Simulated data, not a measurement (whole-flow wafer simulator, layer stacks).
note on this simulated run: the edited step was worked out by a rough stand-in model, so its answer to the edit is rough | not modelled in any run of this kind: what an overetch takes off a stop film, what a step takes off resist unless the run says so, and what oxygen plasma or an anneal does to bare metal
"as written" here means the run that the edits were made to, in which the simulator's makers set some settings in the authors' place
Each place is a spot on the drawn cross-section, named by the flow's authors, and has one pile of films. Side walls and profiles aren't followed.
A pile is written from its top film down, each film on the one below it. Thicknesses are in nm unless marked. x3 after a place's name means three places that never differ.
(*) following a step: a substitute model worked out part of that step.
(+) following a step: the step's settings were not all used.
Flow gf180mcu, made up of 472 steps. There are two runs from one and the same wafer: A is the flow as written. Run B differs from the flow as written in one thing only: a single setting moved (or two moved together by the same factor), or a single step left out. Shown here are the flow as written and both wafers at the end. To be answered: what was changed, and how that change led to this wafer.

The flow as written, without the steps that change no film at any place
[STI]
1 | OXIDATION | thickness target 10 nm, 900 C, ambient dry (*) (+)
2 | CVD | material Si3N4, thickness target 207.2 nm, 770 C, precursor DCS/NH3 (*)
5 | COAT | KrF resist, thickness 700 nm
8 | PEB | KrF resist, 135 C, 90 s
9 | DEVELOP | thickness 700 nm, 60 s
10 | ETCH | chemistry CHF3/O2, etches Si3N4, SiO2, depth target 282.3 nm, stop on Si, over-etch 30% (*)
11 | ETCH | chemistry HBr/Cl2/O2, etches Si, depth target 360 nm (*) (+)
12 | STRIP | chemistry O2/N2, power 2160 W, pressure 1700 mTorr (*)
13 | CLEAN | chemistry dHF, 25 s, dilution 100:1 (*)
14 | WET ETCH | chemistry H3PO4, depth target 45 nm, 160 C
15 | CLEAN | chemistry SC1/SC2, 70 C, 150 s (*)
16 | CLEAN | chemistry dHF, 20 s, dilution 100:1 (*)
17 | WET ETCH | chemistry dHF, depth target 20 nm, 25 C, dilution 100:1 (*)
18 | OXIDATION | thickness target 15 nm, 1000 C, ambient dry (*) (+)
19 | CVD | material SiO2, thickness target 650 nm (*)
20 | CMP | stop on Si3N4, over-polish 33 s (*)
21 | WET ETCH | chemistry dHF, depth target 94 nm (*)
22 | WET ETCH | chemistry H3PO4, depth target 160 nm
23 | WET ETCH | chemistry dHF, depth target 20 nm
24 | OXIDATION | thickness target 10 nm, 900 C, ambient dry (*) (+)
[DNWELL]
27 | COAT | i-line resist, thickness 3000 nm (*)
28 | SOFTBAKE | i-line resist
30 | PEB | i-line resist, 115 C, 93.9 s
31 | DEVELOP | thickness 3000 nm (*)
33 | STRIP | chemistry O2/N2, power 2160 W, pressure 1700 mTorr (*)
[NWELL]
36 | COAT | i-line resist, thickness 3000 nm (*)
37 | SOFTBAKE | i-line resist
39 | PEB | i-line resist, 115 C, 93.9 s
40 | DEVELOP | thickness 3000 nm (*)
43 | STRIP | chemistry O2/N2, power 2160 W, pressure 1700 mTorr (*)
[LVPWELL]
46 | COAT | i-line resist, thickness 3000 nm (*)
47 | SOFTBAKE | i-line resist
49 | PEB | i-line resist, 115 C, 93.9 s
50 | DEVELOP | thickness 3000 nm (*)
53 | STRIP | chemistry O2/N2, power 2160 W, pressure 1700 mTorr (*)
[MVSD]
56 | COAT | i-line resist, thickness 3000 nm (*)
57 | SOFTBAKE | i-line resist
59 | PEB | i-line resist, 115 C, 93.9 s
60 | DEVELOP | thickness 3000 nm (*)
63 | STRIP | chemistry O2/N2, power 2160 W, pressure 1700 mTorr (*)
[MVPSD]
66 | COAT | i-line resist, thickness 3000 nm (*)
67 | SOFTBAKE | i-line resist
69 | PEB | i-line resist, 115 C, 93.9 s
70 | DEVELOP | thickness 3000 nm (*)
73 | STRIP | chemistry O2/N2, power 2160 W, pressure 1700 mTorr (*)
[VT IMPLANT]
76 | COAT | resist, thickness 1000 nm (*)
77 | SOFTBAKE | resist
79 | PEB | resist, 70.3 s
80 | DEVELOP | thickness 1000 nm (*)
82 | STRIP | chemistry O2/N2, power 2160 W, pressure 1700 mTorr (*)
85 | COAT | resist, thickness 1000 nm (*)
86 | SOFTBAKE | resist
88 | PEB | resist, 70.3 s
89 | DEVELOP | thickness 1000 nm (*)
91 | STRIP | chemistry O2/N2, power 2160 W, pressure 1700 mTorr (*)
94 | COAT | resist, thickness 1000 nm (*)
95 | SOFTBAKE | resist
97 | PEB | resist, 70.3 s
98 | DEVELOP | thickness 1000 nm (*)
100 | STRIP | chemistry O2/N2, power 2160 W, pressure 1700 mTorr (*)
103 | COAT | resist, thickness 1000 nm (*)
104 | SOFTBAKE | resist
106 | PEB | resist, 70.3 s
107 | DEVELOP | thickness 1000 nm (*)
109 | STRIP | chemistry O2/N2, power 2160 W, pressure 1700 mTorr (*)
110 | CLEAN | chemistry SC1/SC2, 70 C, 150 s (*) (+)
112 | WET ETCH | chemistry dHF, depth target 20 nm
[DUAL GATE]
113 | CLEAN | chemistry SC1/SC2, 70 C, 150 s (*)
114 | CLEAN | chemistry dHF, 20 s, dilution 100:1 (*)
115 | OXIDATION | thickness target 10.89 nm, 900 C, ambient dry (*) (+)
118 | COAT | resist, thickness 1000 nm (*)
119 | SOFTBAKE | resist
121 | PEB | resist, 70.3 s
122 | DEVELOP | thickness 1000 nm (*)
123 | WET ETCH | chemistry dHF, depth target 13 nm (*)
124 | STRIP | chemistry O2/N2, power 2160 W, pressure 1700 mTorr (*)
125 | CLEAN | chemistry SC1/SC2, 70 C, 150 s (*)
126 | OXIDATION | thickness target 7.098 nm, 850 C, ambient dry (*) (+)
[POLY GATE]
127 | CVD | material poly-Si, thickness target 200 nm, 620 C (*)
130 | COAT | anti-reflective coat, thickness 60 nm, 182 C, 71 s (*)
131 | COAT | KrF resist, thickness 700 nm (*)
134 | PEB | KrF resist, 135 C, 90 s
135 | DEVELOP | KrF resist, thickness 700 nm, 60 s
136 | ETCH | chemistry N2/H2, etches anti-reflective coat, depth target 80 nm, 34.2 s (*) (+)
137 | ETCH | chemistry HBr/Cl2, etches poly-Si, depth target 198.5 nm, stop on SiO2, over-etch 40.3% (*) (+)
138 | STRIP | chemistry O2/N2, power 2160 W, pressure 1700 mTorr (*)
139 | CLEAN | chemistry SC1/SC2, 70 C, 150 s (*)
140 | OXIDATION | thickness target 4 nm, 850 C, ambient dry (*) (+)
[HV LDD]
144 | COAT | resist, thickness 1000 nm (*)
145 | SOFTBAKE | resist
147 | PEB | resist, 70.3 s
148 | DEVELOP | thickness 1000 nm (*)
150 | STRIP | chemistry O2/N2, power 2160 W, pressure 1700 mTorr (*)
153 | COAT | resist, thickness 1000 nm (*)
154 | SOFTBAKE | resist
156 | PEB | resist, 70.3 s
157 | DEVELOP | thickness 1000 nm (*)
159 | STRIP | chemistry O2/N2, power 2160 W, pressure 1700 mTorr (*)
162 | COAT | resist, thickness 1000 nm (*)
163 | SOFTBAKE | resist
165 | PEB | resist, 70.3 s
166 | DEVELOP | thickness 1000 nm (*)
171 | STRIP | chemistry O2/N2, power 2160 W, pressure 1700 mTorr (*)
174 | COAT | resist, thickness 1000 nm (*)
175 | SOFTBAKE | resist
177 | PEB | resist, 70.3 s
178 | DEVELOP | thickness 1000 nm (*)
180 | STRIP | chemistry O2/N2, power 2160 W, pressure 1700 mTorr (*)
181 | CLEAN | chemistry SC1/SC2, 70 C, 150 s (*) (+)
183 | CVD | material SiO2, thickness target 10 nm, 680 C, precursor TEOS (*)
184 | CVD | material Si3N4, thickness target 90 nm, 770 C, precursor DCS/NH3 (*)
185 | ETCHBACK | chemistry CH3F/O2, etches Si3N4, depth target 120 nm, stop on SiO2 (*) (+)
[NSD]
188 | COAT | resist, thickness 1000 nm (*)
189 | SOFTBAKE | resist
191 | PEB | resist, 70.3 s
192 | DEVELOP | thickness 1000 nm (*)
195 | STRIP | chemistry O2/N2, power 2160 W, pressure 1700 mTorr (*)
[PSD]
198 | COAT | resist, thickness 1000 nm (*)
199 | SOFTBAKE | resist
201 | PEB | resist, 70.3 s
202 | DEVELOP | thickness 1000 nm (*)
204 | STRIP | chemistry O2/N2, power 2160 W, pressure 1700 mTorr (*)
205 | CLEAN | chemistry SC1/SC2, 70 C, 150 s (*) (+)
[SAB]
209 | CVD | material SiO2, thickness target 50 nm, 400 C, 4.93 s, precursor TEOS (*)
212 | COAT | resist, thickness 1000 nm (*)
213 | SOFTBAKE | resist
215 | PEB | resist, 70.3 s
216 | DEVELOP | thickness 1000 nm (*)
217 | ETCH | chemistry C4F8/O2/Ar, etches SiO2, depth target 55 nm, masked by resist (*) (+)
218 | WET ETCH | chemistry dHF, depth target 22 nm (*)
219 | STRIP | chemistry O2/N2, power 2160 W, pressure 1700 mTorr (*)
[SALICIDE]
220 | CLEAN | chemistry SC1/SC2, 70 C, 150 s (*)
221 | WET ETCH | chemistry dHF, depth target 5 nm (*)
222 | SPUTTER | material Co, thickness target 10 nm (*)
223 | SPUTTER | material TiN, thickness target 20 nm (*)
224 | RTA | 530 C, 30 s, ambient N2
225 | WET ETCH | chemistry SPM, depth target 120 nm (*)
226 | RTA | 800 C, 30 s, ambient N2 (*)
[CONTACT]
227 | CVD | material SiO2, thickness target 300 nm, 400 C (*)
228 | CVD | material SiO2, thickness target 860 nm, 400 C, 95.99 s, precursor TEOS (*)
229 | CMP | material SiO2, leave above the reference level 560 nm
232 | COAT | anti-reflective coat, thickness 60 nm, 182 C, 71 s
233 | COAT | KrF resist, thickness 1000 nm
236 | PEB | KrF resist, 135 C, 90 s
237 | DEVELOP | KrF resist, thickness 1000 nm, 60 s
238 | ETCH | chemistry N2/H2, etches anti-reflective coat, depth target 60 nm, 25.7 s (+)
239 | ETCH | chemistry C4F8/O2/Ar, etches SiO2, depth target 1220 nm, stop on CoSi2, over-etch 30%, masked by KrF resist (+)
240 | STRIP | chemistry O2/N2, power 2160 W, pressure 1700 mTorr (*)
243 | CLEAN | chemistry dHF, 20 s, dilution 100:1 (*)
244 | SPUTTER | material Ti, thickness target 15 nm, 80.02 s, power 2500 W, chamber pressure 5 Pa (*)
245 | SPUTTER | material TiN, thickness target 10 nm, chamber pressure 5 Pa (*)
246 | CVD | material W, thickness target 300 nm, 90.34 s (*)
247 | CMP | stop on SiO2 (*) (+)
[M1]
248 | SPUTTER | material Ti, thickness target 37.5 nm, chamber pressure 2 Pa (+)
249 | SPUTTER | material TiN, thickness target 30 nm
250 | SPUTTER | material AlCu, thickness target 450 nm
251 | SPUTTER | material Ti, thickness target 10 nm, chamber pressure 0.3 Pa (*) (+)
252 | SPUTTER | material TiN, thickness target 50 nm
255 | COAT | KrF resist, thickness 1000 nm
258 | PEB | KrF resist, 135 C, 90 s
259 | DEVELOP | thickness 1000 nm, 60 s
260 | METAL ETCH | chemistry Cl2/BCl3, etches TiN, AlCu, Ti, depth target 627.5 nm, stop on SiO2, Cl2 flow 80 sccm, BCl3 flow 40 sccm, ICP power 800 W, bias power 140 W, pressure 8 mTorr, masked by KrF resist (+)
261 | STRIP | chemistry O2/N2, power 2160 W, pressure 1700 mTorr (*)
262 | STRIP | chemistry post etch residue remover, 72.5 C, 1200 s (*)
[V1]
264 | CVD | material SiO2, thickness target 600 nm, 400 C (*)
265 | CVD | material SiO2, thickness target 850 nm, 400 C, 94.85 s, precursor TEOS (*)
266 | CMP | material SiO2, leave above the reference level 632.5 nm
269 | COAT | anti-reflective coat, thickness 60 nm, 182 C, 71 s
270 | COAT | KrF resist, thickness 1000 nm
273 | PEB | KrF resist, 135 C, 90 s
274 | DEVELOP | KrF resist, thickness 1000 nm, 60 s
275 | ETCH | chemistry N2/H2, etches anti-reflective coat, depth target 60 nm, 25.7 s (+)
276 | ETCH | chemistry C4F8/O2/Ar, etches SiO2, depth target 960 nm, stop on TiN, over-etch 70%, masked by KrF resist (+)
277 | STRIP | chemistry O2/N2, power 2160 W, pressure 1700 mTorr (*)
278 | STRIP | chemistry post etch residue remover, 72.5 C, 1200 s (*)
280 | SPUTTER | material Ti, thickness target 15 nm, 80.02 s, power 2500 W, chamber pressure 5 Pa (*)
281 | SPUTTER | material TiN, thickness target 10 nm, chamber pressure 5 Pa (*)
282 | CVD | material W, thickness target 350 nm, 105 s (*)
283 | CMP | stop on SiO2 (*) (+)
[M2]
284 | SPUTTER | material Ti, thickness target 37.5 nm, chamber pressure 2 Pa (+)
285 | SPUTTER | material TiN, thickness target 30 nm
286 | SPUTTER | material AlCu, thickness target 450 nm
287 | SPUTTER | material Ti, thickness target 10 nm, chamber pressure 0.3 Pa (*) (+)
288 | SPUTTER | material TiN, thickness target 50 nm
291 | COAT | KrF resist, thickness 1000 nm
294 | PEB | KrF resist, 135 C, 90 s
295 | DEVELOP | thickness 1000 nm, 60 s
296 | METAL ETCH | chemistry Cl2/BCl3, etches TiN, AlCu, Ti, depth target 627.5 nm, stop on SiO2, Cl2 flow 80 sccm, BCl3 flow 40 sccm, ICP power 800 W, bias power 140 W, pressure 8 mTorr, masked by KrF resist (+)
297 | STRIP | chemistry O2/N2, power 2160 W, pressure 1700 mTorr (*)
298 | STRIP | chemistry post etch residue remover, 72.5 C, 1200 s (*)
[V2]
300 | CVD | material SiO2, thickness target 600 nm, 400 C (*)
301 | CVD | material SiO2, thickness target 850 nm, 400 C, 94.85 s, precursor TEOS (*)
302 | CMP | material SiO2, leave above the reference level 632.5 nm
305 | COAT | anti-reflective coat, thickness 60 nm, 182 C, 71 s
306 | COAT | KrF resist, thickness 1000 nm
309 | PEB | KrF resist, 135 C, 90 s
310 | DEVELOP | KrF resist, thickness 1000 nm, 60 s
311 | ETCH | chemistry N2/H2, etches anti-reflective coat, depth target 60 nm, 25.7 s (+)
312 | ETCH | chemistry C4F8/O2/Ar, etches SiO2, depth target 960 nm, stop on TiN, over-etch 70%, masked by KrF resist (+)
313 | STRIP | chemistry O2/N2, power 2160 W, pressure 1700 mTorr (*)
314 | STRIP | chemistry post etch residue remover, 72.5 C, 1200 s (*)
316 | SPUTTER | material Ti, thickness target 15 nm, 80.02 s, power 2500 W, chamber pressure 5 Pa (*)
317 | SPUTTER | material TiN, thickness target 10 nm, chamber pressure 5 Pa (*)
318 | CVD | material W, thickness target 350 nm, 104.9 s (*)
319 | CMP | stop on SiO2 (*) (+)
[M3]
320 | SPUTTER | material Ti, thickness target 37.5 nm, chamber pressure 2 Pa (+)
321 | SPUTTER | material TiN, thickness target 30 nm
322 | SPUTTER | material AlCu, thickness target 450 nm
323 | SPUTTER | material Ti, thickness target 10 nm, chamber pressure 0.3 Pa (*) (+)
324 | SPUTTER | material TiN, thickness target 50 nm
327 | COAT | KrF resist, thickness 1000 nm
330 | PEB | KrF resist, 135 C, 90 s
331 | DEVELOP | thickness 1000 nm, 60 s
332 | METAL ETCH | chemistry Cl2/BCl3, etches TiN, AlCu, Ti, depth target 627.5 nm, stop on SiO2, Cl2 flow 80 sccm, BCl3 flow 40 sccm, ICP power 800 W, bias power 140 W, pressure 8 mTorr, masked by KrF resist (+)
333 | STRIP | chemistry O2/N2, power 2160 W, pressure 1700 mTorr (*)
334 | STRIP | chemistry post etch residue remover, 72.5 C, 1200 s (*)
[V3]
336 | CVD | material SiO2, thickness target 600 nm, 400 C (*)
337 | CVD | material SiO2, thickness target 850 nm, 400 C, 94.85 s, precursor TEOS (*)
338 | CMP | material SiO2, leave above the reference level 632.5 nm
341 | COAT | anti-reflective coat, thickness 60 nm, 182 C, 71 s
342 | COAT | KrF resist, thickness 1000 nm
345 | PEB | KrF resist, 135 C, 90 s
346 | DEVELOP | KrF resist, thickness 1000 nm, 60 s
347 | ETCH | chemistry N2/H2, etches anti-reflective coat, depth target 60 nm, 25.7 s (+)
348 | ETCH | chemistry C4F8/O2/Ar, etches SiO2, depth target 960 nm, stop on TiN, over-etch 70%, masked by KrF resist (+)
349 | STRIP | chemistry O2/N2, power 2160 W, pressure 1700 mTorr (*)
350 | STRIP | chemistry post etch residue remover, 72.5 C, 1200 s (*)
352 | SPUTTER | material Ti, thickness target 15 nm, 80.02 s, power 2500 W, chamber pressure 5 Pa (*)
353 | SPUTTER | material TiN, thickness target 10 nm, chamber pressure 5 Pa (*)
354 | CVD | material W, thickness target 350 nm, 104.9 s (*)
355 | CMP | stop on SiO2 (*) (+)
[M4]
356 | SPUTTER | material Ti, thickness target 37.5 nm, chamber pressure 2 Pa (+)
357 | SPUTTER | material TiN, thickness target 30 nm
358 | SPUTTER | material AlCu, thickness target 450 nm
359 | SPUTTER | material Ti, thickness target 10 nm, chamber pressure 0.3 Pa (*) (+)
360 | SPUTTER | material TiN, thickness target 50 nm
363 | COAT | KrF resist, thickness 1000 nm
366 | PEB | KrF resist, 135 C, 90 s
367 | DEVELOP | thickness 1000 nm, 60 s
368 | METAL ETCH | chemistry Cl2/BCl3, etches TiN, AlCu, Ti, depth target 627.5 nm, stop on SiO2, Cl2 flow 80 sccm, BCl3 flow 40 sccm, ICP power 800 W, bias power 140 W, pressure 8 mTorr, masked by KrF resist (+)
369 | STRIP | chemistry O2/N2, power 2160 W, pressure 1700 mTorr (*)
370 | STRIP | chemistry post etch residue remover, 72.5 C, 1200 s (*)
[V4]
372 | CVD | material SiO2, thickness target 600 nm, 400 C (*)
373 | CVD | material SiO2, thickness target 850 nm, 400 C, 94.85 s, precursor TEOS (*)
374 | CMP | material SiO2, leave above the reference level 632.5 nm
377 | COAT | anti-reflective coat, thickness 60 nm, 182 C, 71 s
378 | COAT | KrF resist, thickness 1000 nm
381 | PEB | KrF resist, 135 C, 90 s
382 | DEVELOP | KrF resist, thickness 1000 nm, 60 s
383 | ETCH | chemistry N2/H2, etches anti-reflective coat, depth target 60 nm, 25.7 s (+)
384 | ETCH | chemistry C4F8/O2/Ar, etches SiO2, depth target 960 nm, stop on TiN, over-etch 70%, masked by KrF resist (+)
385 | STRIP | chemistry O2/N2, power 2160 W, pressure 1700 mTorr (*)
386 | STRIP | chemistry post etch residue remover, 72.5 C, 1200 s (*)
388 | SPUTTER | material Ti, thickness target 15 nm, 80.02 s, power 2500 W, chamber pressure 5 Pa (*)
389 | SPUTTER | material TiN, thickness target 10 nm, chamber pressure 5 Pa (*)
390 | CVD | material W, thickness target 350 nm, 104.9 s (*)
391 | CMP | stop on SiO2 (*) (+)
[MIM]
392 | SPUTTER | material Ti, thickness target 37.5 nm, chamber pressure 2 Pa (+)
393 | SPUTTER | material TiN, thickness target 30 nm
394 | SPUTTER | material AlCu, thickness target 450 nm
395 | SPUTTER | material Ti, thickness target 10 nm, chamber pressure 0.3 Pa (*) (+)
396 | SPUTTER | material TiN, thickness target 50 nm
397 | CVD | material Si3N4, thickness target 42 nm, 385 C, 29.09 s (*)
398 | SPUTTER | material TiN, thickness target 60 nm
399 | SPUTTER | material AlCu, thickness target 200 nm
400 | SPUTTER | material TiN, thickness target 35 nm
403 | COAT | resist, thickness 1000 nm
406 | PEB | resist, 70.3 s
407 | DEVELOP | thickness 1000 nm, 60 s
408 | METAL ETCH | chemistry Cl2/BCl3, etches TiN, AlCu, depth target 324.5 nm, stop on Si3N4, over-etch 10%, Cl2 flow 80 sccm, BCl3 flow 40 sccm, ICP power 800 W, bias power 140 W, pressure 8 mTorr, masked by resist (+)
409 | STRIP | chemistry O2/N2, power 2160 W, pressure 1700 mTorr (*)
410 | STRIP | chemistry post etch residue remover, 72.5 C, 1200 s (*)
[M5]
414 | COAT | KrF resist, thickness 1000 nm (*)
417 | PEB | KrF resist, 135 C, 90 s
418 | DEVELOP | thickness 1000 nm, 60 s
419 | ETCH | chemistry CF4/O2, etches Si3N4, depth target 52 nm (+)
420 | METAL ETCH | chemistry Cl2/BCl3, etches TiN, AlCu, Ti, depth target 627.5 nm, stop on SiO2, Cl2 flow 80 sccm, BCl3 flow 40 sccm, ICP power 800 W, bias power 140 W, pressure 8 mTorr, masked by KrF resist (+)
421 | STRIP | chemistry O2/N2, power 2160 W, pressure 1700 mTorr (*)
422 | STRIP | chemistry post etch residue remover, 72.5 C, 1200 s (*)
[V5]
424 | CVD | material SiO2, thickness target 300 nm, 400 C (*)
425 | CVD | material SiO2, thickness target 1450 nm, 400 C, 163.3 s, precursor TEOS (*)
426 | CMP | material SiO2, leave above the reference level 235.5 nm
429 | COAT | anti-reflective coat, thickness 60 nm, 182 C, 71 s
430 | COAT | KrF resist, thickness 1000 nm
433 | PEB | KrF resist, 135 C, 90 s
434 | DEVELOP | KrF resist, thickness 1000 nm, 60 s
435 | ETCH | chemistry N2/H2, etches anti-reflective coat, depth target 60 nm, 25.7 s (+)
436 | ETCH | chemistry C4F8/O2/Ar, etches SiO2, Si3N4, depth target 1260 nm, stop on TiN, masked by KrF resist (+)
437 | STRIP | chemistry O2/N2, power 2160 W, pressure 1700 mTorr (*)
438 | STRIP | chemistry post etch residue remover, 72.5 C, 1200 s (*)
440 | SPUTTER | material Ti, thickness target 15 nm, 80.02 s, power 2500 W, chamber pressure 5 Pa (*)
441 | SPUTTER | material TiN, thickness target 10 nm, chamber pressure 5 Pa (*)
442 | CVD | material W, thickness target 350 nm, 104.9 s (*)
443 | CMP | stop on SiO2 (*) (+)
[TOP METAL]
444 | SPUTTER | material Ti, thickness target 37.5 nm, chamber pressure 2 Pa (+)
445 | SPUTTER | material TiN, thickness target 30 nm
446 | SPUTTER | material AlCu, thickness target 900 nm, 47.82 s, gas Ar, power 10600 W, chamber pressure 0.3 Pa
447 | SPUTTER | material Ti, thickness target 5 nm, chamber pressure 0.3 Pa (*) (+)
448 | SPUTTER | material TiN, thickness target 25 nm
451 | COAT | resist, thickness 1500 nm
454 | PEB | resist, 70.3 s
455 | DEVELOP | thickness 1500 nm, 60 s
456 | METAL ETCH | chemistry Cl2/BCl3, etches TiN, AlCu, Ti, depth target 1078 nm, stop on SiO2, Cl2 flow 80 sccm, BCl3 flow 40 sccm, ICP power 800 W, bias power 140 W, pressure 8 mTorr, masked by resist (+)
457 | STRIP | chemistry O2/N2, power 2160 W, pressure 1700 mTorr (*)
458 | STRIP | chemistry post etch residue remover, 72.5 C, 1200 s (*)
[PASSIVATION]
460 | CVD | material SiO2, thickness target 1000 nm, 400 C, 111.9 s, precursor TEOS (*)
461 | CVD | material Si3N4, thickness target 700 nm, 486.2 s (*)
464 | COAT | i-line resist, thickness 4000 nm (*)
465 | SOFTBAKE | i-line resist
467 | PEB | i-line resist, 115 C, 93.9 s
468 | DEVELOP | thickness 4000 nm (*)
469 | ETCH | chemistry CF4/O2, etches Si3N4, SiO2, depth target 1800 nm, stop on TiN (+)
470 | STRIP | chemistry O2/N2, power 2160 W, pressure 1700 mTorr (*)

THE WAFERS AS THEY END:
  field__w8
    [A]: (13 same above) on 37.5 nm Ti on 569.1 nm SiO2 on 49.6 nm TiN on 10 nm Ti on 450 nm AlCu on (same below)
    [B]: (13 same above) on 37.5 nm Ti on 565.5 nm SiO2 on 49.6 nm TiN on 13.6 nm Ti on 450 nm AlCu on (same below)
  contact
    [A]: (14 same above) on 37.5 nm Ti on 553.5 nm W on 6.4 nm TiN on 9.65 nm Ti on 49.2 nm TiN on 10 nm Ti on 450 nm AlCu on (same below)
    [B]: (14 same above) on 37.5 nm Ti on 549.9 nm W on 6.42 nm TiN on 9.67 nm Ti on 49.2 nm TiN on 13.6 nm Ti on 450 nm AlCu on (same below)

The reason: step 359, SPUTTER: thickness target 13.6 nm was run, while the flow as written has thickness target 10 nm.
The wafer itself shows it: field__w8 has Ti 13.6, and step 359 as written asks for 10 nm.

The path from the change to this, step by step:
  359 | SPUTTER | material Ti, thickness target 10 nm, chamber pressure 0.3 Pa (*) (+)
      field, field__w1, field__w2 and 108 more: A Ti gains 10 (new film) | B Ti gains 13.6 (new film)
  368 | METAL ETCH | chemistry Cl2/BCl3, etches TiN, AlCu, Ti, depth target 627.5 nm, stop on SiO2, Cl2 flow 80 sccm, BCl3 flow 40 sccm, ICP power 800 W, bias power 140 W, pressure 8 mTorr, masked by KrF resist (+)
      field, field__w1, field__w2 and 103 more: A TiN loses 50 (all of it), Ti loses 10 (all of it), AlCu loses 450 (all of it), TiN loses 30 (all of it), Ti loses 37.5 (all of it) | B TiN loses 50 (all of it), Ti loses 13.6 (all of it), AlCu loses 450 (all of it), TiN loses 30 (all of it), Ti loses 37.5 (all of it)
